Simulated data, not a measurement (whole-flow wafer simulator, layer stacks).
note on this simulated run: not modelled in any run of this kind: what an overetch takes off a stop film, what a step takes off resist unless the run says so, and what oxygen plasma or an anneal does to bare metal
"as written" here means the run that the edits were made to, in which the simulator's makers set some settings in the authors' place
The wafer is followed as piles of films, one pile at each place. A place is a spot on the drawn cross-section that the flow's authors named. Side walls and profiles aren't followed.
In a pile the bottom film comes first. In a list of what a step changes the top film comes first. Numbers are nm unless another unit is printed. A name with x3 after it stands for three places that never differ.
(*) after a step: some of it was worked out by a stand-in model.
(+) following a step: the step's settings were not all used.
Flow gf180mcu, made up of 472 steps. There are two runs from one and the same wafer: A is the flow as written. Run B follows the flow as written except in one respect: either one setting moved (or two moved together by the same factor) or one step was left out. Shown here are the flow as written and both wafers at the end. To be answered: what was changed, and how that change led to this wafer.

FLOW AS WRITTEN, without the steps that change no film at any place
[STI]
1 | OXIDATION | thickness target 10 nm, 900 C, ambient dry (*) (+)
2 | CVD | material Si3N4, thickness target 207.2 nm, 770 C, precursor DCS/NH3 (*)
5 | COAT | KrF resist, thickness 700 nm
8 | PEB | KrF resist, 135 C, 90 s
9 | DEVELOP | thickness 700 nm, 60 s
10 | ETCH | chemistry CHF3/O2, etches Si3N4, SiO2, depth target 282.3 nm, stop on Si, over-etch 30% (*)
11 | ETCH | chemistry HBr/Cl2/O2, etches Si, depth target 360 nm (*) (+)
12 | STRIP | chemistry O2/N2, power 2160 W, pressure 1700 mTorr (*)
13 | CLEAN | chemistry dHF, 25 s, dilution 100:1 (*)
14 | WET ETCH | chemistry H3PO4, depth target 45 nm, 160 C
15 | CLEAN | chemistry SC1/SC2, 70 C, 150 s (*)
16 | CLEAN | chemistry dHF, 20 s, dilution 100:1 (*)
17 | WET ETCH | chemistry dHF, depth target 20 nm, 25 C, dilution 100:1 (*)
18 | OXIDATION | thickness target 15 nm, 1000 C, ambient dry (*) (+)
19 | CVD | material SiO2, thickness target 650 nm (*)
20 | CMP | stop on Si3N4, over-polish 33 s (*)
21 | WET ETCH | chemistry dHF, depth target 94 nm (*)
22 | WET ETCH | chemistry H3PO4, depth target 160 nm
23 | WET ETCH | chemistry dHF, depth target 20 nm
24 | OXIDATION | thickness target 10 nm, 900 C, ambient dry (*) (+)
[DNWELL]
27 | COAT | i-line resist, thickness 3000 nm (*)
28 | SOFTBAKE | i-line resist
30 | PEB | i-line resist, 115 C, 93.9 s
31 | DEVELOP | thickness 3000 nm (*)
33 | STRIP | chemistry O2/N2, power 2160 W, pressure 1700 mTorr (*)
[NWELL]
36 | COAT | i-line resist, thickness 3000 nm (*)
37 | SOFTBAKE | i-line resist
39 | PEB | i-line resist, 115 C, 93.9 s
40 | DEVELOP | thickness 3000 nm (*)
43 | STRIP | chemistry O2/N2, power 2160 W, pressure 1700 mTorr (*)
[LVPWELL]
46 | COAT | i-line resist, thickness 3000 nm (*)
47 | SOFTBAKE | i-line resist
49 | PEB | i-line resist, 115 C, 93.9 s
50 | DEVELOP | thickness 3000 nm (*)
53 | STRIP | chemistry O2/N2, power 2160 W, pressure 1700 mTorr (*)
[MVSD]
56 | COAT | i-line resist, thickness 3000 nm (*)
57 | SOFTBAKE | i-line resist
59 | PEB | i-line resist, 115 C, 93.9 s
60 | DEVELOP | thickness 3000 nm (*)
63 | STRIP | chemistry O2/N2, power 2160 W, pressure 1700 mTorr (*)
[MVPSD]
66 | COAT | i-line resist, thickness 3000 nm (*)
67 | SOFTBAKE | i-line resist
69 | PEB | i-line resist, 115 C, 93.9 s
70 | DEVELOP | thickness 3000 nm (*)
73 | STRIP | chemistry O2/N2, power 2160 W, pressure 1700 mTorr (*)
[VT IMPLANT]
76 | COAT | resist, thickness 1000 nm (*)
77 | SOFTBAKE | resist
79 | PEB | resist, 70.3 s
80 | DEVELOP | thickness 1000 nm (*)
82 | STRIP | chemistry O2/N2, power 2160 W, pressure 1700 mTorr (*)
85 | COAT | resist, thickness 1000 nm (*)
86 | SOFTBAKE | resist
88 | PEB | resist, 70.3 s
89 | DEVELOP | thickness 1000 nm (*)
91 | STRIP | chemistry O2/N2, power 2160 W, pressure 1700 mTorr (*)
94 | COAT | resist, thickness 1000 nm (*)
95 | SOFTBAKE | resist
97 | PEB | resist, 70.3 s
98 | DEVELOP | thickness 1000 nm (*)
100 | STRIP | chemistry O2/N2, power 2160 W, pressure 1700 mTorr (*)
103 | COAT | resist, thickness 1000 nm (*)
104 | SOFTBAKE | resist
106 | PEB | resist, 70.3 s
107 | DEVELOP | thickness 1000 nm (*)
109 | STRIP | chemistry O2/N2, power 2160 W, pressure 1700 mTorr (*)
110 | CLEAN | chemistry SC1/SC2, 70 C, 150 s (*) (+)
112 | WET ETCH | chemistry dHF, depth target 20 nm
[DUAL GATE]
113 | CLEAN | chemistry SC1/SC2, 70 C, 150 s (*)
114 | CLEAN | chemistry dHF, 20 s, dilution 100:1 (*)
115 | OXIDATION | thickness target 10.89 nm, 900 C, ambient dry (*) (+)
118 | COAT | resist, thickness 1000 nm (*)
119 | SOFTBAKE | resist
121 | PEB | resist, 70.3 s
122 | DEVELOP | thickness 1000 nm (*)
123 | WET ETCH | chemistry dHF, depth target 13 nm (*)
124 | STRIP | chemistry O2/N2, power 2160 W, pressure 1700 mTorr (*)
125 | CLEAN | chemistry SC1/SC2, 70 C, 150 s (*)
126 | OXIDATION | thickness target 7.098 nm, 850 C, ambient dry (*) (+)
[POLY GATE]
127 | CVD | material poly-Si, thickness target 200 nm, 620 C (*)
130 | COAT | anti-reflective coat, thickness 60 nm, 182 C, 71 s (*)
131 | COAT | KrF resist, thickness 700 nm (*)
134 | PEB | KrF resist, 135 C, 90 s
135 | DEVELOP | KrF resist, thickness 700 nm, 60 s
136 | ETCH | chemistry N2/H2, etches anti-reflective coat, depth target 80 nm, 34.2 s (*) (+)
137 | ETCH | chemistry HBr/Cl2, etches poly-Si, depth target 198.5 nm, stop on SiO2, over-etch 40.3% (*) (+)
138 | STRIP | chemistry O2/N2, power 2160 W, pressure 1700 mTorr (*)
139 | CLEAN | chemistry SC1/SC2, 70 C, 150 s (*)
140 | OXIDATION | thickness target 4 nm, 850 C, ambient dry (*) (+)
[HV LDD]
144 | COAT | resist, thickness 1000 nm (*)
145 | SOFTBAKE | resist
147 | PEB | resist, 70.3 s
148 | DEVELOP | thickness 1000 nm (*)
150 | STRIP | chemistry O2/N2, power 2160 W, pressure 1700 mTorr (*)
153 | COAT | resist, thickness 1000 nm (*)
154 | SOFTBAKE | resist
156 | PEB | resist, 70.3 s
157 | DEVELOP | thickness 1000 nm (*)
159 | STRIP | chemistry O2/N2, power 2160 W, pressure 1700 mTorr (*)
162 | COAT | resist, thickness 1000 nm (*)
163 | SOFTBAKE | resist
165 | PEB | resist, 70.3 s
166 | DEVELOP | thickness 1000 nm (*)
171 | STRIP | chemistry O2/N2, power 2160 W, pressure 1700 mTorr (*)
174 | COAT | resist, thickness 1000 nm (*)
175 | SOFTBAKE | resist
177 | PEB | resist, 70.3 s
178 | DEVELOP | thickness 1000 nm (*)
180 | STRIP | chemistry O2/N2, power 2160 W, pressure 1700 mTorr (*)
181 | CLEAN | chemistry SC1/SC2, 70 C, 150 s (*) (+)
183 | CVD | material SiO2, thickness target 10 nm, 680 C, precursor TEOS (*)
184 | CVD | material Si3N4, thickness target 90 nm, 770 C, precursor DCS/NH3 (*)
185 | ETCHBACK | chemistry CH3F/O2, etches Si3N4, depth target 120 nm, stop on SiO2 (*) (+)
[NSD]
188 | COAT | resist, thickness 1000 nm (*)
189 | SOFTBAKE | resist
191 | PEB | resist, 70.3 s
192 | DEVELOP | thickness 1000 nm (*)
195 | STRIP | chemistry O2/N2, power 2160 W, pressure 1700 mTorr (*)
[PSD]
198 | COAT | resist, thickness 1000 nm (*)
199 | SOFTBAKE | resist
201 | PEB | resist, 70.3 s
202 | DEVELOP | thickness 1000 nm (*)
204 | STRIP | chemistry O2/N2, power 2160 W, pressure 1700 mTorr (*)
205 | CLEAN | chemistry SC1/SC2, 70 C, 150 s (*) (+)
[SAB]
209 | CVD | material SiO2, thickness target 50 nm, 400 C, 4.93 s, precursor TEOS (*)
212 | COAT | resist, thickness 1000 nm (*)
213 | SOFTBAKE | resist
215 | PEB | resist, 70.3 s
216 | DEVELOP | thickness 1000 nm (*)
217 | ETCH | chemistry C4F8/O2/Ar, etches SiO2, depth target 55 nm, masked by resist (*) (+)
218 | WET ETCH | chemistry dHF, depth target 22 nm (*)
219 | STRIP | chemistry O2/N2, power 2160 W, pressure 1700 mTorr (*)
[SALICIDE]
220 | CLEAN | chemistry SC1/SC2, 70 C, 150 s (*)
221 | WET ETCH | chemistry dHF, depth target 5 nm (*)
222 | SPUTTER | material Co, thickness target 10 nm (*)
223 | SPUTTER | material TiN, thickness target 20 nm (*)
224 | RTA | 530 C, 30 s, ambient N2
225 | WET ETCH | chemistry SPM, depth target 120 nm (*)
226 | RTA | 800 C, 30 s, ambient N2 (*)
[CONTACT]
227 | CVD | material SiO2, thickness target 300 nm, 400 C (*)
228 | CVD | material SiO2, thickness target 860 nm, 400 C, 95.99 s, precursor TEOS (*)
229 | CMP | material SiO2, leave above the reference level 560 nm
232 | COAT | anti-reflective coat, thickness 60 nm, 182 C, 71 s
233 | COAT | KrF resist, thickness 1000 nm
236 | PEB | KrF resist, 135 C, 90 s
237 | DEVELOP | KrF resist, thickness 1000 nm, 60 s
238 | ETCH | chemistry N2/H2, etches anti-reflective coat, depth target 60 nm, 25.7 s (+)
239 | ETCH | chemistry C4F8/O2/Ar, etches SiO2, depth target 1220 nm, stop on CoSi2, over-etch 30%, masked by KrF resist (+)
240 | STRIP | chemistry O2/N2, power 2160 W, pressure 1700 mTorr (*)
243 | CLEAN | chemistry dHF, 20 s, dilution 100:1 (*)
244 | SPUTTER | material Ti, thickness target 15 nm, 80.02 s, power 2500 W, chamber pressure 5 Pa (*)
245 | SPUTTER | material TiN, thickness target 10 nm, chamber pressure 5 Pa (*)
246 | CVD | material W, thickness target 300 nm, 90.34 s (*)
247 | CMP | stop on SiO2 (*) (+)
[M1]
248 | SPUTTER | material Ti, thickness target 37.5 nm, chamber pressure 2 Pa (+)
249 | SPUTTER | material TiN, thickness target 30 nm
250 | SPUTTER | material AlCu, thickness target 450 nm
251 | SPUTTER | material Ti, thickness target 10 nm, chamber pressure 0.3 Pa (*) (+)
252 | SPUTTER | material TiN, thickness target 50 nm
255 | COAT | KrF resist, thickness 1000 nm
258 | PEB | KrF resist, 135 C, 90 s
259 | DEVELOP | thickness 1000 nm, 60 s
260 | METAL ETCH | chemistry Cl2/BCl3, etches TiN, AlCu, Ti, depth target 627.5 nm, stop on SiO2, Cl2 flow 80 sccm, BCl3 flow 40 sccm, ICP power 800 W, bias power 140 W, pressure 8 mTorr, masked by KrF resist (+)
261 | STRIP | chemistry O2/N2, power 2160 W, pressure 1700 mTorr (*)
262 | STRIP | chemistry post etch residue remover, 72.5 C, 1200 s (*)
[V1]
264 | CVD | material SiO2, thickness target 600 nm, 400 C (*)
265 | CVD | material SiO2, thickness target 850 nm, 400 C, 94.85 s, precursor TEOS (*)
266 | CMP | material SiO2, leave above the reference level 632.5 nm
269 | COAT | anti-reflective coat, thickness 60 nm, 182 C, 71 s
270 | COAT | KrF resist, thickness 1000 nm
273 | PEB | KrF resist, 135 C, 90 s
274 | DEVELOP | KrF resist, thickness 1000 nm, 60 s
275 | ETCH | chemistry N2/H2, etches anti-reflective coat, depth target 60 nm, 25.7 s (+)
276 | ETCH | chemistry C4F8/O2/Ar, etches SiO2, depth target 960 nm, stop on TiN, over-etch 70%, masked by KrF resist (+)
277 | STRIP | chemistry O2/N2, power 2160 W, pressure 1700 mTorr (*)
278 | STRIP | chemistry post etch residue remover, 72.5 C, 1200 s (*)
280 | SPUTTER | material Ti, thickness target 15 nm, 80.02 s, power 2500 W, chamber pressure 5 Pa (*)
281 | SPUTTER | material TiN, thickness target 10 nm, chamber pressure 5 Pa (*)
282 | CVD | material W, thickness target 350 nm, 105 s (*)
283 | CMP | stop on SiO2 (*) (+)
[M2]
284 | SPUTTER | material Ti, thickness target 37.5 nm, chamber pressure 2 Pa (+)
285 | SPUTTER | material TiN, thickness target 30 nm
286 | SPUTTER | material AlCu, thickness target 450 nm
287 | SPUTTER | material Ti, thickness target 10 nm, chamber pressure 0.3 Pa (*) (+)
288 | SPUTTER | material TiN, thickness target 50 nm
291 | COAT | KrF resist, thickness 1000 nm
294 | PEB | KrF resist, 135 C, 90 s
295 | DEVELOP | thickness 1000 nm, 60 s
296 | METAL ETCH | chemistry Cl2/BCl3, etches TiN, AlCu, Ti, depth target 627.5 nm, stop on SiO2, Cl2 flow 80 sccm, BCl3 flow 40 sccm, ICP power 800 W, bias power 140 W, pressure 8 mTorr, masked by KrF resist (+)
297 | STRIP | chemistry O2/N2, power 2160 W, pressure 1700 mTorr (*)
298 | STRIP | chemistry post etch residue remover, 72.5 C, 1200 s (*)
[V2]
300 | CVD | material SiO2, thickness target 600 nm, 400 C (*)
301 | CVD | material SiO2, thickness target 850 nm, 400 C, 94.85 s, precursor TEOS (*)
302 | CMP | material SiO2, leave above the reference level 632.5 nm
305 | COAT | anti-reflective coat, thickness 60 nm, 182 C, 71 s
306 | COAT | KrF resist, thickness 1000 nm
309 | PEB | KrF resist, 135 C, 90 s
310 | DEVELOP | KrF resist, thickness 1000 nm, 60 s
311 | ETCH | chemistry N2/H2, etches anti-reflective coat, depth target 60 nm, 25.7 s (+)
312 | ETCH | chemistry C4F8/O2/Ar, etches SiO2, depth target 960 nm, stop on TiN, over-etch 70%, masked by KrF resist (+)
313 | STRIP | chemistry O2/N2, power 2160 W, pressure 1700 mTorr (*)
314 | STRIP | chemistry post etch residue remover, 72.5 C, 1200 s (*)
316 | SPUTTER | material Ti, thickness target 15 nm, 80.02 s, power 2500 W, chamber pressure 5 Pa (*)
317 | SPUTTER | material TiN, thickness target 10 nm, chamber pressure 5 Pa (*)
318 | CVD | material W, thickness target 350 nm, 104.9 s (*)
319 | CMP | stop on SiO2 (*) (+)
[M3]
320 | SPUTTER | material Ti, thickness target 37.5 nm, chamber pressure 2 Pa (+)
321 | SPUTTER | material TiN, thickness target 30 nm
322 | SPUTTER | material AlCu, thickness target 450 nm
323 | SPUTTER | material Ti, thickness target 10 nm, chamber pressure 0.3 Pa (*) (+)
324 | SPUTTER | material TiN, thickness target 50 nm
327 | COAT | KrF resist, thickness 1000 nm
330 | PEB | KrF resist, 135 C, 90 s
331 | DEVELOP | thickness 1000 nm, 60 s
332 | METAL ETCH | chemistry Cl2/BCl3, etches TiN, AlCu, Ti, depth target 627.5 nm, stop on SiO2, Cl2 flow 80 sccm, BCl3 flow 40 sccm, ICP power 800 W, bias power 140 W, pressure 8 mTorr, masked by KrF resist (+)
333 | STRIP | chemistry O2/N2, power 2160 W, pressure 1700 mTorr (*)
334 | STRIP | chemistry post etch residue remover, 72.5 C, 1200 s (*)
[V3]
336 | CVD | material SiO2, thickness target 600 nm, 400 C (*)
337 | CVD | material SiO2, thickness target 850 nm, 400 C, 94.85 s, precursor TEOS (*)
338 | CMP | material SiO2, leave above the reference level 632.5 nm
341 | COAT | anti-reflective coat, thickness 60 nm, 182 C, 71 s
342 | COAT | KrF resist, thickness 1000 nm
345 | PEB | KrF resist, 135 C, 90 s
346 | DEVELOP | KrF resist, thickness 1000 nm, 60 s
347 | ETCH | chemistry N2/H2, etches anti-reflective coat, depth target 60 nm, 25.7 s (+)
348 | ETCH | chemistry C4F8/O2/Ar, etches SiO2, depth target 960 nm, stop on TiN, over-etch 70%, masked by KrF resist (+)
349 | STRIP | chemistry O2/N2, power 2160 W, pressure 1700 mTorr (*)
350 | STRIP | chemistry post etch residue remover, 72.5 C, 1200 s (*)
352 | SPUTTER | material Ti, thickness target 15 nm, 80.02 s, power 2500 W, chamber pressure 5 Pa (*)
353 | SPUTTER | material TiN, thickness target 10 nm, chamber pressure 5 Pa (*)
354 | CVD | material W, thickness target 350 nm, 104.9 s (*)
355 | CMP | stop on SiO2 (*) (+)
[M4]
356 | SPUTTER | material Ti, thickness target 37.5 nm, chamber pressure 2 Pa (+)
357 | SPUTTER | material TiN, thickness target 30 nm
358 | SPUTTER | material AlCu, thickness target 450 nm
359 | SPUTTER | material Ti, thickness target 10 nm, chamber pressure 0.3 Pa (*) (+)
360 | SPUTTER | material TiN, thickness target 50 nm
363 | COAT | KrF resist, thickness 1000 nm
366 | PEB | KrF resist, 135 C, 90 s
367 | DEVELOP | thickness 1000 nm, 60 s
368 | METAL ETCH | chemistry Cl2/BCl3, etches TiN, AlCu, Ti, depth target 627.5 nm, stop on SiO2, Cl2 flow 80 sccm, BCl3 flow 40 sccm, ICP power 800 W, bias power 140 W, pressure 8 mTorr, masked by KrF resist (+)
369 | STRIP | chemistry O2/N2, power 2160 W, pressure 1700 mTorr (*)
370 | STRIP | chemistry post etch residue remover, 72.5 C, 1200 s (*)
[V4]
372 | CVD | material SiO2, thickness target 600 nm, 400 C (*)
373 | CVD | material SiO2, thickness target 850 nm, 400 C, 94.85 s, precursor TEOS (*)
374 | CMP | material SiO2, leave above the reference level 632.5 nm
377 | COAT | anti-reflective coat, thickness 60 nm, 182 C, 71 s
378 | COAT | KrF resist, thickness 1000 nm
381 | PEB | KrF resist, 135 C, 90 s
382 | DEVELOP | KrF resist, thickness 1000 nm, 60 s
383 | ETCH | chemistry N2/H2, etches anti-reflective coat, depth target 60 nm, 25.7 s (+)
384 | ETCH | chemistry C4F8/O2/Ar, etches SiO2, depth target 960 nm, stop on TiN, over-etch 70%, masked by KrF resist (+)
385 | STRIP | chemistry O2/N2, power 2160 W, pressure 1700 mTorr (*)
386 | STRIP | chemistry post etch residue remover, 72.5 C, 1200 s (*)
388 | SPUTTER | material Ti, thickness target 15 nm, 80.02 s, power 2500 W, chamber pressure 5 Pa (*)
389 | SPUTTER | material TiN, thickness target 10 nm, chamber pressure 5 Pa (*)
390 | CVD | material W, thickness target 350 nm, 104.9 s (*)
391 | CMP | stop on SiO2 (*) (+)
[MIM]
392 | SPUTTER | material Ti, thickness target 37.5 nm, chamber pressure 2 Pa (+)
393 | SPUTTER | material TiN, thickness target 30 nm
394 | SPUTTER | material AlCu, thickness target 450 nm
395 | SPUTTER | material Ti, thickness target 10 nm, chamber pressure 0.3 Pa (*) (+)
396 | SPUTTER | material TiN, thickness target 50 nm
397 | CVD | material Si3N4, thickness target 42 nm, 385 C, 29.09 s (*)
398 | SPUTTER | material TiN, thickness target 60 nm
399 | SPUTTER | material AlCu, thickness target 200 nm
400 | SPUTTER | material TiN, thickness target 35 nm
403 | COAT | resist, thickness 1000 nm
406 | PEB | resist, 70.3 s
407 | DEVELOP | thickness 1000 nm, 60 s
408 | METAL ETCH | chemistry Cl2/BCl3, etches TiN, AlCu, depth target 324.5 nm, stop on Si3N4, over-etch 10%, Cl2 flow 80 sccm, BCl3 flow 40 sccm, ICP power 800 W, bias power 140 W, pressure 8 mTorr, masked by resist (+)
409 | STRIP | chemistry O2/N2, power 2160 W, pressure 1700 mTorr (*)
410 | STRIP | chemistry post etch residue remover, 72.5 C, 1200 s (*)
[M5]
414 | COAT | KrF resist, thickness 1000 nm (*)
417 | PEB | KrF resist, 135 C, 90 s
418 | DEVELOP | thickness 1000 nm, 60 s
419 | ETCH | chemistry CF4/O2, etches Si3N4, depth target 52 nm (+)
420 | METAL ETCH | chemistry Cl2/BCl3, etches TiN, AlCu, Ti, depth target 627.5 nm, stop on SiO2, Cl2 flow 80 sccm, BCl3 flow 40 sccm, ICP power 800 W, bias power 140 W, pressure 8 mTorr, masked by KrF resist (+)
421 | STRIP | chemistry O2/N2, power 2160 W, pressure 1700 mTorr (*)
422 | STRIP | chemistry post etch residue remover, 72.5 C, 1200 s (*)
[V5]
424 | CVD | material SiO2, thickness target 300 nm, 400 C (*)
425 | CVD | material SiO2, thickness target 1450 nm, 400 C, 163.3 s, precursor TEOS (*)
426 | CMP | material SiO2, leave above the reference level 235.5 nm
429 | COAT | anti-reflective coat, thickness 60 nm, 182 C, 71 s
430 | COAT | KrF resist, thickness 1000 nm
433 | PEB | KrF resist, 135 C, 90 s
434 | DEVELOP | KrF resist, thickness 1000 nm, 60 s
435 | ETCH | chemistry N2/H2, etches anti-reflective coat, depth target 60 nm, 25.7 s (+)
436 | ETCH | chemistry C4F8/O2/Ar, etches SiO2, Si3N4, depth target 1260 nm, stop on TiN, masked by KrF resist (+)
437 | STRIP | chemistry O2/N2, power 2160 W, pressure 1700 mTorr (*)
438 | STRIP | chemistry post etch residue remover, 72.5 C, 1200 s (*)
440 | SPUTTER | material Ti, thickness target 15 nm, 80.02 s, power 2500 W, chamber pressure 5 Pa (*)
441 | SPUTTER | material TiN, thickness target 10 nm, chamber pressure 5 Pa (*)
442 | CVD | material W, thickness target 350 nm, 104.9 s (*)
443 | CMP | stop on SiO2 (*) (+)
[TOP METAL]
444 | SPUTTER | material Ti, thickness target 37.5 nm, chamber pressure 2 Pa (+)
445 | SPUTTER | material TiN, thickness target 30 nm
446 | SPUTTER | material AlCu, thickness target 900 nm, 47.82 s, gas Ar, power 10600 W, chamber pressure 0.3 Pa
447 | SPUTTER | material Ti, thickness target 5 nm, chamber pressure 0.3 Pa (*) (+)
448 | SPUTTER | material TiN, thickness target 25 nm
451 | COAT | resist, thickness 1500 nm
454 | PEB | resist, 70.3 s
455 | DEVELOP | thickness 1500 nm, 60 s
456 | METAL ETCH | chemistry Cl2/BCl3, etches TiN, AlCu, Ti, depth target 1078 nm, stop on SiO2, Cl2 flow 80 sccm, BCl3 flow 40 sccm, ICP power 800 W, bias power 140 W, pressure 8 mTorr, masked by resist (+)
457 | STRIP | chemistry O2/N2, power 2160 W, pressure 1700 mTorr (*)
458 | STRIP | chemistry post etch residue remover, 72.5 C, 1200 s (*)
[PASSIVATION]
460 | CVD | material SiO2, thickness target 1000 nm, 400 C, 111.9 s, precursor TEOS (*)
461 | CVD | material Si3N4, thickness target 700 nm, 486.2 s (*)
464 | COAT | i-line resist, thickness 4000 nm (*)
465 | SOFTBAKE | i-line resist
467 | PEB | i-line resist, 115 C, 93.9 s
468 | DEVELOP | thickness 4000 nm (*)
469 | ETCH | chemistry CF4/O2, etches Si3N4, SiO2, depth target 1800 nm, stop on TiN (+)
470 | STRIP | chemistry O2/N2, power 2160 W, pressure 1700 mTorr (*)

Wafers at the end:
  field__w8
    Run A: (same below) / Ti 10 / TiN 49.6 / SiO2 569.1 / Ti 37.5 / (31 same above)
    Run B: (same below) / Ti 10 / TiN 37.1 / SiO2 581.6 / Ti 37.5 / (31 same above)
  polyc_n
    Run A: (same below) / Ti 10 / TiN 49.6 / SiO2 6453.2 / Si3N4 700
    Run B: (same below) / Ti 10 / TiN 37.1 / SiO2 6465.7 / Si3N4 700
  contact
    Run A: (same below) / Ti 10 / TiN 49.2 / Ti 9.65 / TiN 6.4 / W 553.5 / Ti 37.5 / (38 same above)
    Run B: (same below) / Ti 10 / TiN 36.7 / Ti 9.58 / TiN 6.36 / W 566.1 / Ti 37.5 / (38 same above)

Cause: step 252, SPUTTER: thickness target 37.5 nm was run, whereas the flow has thickness target 50 nm.

Step by step, how the change led to this:
  252 | SPUTTER | material TiN, thickness target 50 nm
      field, field__w1, field__w2 and 108 more: A TiN gains 50 (new film) | B TiN gains 37.5 (new film)
  260 | METAL ETCH | chemistry Cl2/BCl3, etches TiN, AlCu, Ti, depth target 627.5 nm, stop on SiO2, Cl2 flow 80 sccm, BCl3 flow 40 sccm, ICP power 800 W, bias power 140 W, pressure 8 mTorr, masked by KrF resist (+)
      field, field__w1, field__w2 and 99 more: A TiN loses 50 (all of it), Ti loses 10 (all of it), AlCu loses 450 (all of it), TiN loses 30 (all of it), Ti loses 37.5 (all of it) | B TiN loses 37.5 (all of it), Ti loses 10 (all of it), AlCu loses 450 (all of it), TiN loses 30 (all of it), Ti loses 37.5 (all of it)
  276 | ETCH | chemistry C4F8/O2/Ar, etches SiO2, depth target 960 nm, stop on TiN, over-etch 70%, masked by KrF resist (+)
      contact: A SiO2 loses 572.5 (all of it) | B SiO2 loses 585 (all of it)
